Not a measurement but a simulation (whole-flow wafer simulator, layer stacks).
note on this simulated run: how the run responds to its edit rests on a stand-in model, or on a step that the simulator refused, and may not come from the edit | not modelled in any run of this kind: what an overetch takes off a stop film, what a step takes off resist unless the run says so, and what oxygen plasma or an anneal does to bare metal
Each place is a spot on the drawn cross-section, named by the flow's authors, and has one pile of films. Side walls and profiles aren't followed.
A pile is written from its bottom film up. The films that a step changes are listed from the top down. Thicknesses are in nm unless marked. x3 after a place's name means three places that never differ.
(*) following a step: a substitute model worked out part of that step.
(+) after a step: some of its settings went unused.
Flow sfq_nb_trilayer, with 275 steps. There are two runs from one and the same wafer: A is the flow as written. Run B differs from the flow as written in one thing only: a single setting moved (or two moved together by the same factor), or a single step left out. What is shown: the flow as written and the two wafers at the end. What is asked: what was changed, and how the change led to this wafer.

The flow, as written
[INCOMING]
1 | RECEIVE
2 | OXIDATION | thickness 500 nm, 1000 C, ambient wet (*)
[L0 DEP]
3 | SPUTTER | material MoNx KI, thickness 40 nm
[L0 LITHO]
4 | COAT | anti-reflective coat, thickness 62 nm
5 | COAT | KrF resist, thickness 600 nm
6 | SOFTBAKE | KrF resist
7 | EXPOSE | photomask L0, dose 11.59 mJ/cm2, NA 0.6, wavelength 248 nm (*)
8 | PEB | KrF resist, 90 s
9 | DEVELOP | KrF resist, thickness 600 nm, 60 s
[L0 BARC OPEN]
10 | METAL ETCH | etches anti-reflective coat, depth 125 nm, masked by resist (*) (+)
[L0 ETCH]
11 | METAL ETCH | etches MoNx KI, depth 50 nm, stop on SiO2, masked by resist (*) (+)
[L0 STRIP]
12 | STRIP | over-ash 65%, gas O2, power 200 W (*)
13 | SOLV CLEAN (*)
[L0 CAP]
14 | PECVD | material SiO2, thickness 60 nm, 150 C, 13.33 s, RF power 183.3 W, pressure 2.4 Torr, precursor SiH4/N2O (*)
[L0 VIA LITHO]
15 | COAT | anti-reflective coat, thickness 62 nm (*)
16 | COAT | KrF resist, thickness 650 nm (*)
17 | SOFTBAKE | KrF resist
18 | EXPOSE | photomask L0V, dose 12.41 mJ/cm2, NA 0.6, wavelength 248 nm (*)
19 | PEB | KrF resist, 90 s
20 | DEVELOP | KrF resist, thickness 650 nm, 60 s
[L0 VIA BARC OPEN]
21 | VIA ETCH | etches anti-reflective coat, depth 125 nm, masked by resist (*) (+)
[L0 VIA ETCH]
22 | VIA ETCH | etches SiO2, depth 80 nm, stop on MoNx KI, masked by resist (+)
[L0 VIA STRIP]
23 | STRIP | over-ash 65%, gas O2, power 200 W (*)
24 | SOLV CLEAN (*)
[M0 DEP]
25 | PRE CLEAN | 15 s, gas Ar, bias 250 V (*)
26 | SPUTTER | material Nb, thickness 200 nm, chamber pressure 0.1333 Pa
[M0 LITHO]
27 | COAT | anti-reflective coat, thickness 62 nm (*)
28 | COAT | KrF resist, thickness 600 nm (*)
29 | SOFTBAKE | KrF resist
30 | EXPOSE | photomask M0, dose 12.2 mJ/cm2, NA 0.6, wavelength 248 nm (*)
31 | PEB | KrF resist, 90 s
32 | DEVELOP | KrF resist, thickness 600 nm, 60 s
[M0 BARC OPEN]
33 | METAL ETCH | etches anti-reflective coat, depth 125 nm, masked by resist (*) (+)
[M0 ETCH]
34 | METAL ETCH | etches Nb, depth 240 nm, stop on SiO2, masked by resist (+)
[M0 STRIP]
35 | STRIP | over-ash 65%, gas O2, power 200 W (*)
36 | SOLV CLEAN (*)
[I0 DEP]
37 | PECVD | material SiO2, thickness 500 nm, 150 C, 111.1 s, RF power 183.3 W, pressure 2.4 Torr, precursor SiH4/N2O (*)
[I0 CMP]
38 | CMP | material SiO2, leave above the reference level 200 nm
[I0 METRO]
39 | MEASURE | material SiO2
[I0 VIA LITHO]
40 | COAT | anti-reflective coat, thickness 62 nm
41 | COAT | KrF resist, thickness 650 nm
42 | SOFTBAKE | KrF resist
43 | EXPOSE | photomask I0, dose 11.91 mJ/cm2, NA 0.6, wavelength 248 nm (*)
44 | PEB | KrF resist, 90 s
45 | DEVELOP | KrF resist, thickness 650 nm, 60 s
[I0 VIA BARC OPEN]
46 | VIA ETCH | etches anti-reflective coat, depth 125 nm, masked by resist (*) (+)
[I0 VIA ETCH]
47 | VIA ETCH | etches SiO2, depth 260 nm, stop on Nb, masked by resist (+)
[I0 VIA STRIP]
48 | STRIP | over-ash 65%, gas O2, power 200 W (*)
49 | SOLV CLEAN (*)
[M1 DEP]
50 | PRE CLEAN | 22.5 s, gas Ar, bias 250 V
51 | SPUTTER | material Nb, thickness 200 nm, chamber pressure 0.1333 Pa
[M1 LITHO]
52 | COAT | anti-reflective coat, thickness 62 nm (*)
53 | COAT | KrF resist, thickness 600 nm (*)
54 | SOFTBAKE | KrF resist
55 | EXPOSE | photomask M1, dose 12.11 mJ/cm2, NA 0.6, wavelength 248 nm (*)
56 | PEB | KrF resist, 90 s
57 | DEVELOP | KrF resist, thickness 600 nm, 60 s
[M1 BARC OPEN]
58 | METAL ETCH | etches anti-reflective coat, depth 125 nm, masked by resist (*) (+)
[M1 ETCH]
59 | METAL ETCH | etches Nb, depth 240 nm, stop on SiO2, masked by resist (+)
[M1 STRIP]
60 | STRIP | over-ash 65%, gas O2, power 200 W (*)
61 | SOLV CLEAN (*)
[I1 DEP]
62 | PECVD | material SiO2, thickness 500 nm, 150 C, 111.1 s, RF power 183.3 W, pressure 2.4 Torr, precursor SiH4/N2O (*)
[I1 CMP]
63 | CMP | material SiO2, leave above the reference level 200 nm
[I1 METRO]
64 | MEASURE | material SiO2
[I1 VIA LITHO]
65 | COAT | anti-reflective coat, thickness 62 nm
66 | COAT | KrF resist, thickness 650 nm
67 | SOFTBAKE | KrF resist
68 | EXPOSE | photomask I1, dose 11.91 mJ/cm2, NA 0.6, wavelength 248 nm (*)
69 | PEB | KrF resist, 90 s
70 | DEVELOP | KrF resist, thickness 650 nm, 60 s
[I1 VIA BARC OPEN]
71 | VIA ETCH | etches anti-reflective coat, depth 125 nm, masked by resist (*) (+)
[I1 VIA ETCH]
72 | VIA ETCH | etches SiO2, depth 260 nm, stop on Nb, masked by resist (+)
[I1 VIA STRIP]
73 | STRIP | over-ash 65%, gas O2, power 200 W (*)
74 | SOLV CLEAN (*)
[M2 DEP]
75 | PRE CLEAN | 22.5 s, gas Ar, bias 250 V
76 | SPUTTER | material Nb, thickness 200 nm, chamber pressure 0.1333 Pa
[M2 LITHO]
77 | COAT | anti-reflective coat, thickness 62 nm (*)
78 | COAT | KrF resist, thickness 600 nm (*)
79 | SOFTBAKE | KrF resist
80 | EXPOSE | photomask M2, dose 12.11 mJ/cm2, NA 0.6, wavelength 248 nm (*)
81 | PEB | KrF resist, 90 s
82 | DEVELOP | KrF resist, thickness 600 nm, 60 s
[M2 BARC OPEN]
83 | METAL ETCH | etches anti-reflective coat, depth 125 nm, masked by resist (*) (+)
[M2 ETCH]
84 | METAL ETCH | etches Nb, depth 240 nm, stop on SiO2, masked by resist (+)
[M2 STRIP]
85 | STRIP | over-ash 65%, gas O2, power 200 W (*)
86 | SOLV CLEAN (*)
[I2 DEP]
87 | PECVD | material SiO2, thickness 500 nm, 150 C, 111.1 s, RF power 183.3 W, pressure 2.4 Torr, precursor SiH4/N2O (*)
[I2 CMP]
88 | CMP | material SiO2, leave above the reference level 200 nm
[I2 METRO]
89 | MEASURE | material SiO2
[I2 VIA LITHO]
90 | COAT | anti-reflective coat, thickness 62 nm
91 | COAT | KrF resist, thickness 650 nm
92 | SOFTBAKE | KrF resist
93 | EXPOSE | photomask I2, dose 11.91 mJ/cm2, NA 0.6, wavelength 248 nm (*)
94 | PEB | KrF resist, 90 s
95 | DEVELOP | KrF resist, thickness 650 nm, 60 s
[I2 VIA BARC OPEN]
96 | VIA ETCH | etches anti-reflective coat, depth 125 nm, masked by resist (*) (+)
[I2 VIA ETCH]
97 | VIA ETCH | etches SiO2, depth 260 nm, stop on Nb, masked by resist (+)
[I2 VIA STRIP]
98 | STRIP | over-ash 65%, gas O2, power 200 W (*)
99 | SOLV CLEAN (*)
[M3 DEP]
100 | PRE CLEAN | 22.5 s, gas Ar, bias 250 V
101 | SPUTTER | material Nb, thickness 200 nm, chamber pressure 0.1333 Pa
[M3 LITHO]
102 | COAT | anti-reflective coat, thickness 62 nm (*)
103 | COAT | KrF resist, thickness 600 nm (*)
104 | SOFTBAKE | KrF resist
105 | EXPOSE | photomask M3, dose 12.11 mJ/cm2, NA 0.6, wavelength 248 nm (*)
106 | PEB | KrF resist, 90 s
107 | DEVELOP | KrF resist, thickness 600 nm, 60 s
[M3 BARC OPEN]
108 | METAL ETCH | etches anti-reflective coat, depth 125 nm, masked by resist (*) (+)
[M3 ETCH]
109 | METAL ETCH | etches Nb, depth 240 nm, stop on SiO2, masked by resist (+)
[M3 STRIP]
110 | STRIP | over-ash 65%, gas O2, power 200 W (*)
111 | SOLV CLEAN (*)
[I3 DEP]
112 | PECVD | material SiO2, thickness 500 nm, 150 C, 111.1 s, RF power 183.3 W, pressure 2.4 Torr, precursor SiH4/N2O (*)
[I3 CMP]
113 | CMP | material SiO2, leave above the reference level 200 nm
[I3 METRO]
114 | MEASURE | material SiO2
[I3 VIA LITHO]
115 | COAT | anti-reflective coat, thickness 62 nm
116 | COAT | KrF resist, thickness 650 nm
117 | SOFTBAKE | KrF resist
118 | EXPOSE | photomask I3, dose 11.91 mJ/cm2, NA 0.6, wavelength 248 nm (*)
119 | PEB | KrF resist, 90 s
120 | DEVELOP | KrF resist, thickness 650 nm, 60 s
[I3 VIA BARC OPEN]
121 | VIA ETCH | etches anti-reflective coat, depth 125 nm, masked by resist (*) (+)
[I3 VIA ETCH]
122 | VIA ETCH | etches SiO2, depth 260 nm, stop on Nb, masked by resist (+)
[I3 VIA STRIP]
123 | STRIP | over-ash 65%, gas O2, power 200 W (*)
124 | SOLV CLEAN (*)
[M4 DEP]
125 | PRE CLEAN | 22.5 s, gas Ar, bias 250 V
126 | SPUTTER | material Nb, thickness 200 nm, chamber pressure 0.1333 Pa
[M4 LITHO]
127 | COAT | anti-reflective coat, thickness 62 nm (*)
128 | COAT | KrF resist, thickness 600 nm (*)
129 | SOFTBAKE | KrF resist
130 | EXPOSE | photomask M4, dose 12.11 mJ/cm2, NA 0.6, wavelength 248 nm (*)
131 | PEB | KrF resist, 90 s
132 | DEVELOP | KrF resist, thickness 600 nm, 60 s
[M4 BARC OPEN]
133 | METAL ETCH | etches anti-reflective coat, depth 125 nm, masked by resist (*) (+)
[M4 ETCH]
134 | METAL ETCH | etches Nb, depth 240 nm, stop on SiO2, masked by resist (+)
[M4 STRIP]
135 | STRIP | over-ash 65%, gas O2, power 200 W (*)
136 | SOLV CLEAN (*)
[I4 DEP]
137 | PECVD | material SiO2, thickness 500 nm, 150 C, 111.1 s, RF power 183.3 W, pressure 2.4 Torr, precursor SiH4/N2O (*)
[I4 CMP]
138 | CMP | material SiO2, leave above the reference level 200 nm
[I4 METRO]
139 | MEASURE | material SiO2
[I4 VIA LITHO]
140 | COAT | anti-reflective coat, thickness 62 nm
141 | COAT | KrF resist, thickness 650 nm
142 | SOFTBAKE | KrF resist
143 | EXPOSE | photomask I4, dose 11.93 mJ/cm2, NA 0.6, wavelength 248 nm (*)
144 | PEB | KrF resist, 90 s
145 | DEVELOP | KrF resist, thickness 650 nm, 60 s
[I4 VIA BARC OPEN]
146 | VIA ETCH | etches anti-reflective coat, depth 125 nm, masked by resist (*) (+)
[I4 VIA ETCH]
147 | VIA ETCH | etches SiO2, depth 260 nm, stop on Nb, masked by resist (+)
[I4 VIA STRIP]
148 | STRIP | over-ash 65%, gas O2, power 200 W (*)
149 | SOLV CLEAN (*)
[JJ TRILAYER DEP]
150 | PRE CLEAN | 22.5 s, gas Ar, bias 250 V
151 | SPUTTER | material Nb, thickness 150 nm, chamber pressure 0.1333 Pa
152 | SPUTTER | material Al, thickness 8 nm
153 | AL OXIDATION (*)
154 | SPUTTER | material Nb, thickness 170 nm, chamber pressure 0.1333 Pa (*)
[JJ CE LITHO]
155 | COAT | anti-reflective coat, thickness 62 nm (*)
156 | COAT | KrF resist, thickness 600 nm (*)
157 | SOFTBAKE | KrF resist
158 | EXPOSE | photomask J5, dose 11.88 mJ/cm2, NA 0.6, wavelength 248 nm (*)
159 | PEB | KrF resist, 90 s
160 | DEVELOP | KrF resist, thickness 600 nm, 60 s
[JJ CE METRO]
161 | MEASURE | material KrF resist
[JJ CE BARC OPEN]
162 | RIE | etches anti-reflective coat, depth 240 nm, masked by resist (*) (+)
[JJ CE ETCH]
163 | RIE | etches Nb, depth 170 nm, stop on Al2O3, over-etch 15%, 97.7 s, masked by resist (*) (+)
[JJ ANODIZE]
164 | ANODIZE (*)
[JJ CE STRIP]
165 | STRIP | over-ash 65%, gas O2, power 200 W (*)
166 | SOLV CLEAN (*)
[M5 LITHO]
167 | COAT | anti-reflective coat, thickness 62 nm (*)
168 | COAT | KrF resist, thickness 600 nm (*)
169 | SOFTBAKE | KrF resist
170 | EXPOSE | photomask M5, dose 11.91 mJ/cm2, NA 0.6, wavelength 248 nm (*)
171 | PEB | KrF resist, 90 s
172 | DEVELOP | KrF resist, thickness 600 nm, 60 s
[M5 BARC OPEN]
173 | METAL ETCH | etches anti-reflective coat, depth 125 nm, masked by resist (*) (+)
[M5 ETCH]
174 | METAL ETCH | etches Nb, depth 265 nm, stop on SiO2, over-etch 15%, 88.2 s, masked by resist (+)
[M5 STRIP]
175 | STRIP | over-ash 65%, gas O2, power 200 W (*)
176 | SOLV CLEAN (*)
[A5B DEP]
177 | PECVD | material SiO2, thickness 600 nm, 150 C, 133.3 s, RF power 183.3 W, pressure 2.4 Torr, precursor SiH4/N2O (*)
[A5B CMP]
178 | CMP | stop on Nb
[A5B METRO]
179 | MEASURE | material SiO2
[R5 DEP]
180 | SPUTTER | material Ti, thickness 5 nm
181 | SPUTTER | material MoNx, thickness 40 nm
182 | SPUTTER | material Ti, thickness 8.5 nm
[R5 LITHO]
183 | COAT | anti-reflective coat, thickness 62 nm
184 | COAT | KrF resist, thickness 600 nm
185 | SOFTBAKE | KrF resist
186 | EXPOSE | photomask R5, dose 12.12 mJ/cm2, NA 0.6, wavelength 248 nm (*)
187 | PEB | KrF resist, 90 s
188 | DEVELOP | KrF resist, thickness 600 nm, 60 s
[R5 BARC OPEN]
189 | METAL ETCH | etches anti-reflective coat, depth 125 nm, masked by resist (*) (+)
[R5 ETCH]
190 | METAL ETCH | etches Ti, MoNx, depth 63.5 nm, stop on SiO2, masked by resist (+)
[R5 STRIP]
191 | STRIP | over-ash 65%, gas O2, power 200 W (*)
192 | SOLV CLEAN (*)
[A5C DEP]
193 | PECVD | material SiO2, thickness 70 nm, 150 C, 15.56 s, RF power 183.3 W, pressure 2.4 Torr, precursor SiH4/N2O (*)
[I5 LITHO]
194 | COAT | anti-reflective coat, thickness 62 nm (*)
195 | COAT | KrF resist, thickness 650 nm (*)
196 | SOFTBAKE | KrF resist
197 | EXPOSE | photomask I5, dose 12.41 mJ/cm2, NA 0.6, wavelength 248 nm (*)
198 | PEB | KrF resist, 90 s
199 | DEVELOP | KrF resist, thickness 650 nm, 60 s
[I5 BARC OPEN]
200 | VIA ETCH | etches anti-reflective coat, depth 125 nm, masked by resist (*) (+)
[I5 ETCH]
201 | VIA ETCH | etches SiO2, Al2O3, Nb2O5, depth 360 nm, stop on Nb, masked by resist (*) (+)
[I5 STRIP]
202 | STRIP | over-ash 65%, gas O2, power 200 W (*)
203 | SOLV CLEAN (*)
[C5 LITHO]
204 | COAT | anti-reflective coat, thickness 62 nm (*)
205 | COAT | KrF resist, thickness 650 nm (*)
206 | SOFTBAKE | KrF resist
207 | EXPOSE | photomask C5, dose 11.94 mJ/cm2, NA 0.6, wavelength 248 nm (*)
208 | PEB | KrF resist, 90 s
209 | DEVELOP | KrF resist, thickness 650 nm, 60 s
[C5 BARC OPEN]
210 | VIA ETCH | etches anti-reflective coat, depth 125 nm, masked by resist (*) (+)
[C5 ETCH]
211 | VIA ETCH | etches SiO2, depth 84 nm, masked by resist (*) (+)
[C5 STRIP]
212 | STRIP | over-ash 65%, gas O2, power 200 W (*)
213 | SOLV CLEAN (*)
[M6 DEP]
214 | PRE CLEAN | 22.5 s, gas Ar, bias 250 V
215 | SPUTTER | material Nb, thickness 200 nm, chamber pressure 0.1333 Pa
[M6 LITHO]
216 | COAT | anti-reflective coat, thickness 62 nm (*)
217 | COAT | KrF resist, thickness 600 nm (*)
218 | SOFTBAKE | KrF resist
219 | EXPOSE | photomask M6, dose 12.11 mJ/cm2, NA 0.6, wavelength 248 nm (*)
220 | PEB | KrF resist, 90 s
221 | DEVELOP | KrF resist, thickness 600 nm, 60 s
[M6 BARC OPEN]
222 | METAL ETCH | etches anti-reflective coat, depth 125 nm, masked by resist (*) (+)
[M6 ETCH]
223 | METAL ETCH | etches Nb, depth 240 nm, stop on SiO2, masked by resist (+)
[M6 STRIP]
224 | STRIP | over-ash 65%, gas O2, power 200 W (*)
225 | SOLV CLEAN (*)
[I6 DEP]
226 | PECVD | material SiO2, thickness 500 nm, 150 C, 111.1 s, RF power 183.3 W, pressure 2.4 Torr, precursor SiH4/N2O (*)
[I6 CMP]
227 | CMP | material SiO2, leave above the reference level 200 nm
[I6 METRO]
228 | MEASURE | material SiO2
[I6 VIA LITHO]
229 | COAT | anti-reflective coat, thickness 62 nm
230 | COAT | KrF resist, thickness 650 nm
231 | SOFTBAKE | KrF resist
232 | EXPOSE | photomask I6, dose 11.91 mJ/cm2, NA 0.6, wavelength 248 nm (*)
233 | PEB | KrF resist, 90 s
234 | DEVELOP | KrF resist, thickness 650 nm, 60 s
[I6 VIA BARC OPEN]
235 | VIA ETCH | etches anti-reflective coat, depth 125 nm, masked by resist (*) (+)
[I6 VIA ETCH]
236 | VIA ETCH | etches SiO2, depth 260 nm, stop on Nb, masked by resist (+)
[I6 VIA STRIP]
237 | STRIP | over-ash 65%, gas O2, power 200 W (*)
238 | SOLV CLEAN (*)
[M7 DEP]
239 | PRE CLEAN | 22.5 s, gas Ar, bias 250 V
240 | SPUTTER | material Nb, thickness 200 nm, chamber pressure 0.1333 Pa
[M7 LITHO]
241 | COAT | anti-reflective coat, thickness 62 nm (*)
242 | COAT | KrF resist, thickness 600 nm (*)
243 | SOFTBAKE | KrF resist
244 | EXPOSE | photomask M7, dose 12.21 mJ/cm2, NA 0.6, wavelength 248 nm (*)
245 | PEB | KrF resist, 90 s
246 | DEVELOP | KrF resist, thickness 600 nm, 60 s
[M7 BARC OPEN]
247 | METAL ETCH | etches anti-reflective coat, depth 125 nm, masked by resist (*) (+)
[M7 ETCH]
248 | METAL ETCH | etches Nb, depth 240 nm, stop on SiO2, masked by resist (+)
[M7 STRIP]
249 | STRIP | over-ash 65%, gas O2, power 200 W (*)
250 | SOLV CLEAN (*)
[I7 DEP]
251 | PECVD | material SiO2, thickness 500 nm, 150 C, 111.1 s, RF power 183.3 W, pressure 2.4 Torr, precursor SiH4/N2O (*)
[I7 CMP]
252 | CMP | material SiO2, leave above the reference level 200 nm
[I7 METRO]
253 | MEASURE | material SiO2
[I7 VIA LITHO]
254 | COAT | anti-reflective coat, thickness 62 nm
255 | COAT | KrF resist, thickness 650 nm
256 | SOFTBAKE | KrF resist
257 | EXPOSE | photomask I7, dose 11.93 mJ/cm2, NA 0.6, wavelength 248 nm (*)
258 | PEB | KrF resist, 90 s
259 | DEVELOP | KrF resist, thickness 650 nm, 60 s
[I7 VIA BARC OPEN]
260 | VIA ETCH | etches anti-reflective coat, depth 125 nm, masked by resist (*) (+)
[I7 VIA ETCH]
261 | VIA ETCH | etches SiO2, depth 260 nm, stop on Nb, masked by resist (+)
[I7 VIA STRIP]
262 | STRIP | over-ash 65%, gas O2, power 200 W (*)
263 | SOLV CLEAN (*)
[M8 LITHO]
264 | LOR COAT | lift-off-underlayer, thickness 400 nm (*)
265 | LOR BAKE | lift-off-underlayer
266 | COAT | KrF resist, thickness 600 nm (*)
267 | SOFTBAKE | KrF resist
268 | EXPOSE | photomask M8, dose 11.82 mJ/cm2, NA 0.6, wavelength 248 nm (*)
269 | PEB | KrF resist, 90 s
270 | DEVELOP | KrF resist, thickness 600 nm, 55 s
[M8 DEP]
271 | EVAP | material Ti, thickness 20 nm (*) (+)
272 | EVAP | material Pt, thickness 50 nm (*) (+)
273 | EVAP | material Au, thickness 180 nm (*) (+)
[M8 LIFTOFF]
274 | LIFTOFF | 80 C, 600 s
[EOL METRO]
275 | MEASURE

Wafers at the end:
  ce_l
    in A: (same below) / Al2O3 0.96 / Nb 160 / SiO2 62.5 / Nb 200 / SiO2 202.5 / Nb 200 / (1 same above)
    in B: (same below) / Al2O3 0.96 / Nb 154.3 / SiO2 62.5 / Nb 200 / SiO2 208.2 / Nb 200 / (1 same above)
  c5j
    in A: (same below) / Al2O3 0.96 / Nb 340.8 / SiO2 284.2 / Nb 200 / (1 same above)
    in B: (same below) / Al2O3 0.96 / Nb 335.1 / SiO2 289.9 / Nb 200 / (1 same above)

What caused this: step 190, METAL ETCH: depth 69.2 nm was run, whereas the flow has depth 63.5 nm.

How this came from the change, step by step:
  190 | METAL ETCH | etches Ti, MoNx, depth 63.5 nm, stop on SiO2, masked by resist (+)
      be_r, r_sur, res, r_end, r5r_line_l, r5r_line_c, r5r_line_r: A KrF resist loses 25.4 | B KrF resist loses 27.7
      ce_l, c5j, ce_r, wl_jj: A Ti loses 8.5 (all of it), MoNx loses 40 (all of it), Ti loses 5 (all of it), Nb loses 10 | B Ti loses 8.5 (all of it), MoNx loses 40 (all of it), Ti loses 5 (all of it), Nb loses 15.7
  194 | COAT | anti-reflective coat, thickness 62 nm (*)
      ce_l: A anti-reflective coat gains 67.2 (new film) | B anti-reflective coat gains 69.8 (new film)
      c5j: A anti-reflective coat gains 64.9 (new film) | B anti-reflective coat gains 66.5 (new film)
      (and at 2 other places as well)
  202 | STRIP | over-ash 65%, gas O2, power 200 W (*)
      ce_l: A KrF resist loses 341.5 (all of it), anti-reflective coat loses 67.2 (all of it) | B KrF resist loses 343.5 (all of it), anti-reflective coat loses 69.8 (all of it)
      c5j: A KrF resist loses 345.8 (all of it), anti-reflective coat loses 64.9 (all of it) | B KrF resist loses 348.7 (all of it), anti-reflective coat loses 66.5 (all of it)
      (and at 2 other places as well)
  204 | COAT | anti-reflective coat, thickness 62 nm (*)
      ce_l: A anti-reflective coat gains 66 (new film) | B anti-reflective coat gains 68.6 (new film)
      c5j: A anti-reflective coat gains 63.9 (new film) | B anti-reflective coat gains 65.5 (new film)
      (and at 3 other places as well)
  210 | VIA ETCH | etches anti-reflective coat, depth 125 nm, masked by resist (*) (+)
      c5j: A anti-reflective coat loses 63.9 (all of it), SiO2 loses 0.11 | B anti-reflective coat loses 65.5 (all of it), SiO2 loses 0.1
  212 | STRIP | over-ash 65%, gas O2, power 200 W (*)
      ce_l: A KrF resist loses 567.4 (all of it), anti-reflective coat loses 66 (all of it) | B KrF resist loses 569.4 (all of it), anti-reflective coat loses 68.6 (all of it)
      ce_r: A KrF resist loses 573.7 (all of it), anti-reflective coat loses 67.2 (all of it) | B KrF resist loses 575.8 (all of it), anti-reflective coat loses 69.6 (all of it)
      (and at 2 other places as well)
  216 | COAT | anti-reflective coat, thickness 62 nm (*)
      ce_l: A anti-reflective coat gains 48 (new film) | B anti-reflective coat gains 49.9 (new film)
      ce_r: A anti-reflective coat gains 48.8 (new film) | B anti-reflective coat gains 50.6 (new film)
      (and at 2 other places as well)
  224 | STRIP | over-ash 65%, gas O2, power 200 W (*)
      ce_l: A KrF resist loses 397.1 (all of it), anti-reflective coat loses 48 (all of it) | B KrF resist loses 399.7 (all of it), anti-reflective coat loses 49.9 (all of it)
      ce_r: A KrF resist loses 403.5 (all of it), anti-reflective coat loses 48.8 (all of it) | B KrF resist loses 406.2 (all of it), anti-reflective coat loses 50.6 (all of it)
      (and at 2 other places as well)
  227 | CMP | material SiO2, leave above the reference level 200 nm
      c5j: A SiO2 loses 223 | B SiO2 loses 217.3
